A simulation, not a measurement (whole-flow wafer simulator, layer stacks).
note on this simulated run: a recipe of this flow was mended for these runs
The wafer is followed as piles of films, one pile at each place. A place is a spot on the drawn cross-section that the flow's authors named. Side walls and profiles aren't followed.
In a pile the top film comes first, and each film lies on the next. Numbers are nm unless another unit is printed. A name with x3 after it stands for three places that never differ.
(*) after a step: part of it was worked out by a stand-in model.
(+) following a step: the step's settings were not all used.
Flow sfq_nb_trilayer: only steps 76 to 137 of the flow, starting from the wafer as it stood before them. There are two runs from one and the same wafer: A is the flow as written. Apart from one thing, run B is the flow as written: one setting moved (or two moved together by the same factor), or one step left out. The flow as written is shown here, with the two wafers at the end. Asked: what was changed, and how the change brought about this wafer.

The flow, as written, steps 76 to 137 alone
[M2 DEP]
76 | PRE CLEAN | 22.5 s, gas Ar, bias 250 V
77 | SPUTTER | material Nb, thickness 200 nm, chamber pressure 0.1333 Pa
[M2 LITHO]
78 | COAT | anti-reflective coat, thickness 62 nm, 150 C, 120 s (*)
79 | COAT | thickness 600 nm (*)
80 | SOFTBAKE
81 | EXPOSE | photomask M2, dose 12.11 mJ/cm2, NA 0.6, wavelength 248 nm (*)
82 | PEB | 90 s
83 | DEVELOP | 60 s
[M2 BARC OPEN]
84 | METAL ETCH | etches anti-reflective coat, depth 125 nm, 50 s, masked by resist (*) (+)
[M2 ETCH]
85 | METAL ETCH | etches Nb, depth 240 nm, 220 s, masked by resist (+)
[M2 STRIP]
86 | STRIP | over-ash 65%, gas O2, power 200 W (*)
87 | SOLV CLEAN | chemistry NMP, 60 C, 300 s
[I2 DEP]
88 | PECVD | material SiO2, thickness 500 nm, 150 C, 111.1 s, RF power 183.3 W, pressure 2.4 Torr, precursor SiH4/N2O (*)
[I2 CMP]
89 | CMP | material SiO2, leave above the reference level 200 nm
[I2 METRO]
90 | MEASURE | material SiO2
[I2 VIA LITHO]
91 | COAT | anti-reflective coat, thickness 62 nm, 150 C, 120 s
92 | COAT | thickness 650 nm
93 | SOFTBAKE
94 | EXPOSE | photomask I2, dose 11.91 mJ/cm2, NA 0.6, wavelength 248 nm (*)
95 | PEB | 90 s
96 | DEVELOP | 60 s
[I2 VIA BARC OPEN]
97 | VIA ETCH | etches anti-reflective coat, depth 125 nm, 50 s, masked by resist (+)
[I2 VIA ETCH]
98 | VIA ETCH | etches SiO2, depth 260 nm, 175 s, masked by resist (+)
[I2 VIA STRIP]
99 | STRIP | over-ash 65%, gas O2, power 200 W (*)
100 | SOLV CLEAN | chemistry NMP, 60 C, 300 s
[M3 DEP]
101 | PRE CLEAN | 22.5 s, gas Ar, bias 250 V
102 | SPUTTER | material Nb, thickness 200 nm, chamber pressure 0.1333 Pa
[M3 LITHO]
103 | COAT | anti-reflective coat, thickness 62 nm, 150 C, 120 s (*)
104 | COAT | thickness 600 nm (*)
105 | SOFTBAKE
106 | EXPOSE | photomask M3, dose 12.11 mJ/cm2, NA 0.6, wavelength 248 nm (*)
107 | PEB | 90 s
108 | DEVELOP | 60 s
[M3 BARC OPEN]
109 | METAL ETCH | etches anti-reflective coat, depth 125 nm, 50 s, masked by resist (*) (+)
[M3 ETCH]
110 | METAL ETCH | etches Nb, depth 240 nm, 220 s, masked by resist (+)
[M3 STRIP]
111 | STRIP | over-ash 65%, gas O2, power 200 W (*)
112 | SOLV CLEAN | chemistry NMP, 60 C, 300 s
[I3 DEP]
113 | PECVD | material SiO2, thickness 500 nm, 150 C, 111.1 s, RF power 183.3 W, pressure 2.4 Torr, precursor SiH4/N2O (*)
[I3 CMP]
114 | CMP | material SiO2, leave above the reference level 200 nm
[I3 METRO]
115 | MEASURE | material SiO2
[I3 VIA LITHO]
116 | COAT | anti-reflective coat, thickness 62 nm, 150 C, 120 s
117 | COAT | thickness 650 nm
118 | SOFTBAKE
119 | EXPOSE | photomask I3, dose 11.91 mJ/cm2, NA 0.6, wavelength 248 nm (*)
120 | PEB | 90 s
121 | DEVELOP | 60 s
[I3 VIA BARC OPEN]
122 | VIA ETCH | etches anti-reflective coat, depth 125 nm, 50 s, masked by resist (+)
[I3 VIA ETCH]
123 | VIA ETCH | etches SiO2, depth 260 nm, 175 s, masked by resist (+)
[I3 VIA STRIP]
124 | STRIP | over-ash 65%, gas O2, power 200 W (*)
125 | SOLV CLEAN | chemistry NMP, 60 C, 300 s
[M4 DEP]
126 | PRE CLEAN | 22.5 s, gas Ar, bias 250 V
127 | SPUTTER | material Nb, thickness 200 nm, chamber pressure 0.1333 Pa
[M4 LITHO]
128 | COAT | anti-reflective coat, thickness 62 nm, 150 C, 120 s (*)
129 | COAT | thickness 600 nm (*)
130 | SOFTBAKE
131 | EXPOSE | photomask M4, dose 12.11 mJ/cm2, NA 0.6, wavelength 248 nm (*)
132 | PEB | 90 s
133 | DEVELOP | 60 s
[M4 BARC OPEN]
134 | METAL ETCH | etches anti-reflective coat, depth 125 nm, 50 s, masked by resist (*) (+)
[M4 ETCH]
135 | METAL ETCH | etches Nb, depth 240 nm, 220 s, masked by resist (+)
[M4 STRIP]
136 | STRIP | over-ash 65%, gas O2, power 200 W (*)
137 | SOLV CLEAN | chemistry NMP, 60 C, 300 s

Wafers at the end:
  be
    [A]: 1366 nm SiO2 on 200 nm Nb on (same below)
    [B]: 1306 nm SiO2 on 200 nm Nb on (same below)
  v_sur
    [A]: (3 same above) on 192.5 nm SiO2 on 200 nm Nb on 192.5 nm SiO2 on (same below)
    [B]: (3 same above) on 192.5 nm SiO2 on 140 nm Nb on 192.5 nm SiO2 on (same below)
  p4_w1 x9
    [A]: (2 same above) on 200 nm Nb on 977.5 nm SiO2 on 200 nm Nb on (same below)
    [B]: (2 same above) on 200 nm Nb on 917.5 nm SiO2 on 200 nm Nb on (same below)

The reason: step 77, SPUTTER: thickness 140 nm was run, whereas the flow has thickness 200 nm.
The wafer itself shows it: v_sur has Nb 140, and step 77 as written asks for 200 nm.

Step by step, how the change led to this:
  77 | SPUTTER | material Nb, thickness 200 nm, chamber pressure 0.1333 Pa
      field_l, v_sur, via_wl and 102 more: A +200 Nb (new film) | B +140 Nb (new film)
      via_v: A +172.8 Nb | B +121.6 Nb
  78 | COAT | anti-reflective coat, thickness 62 nm, 150 C, 120 s (*)
      via_v: A +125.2 anti-reflective coat (new film) | B +122.5 anti-reflective coat (new film)
  85 | METAL ETCH | etches Nb, depth 240 nm, 220 s, masked by resist (+)
      field_l, be, be_sur and 81 more: A -200 Nb (all of it), -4 SiO2 | B -140 Nb (all of it), -10 SiO2
  86 | STRIP | over-ash 65%, gas O2, power 200 W (*)
      via_v: A -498 KrF-resist-other-grade (all of it), -125.2 anti-reflective coat (all of it) | B -492.8 KrF-resist-other-grade (all of it), -122.5 anti-reflective coat (all of it)
  88 | PECVD | material SiO2, thickness 500 nm, 150 C, 111.1 s, RF power 183.3 W, pressure 2.4 Torr, precursor SiH4/N2O (*)
      via_v: A +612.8 SiO2 (new film) | B +597.9 SiO2 (new film)
  89 | CMP | material SiO2, leave above the reference level 200 nm
      field_l, be, be_sur and 81 more: A -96 SiO2 | B -150 SiO2
      via_v: A -181.6 SiO2 | B -175.5 SiO2
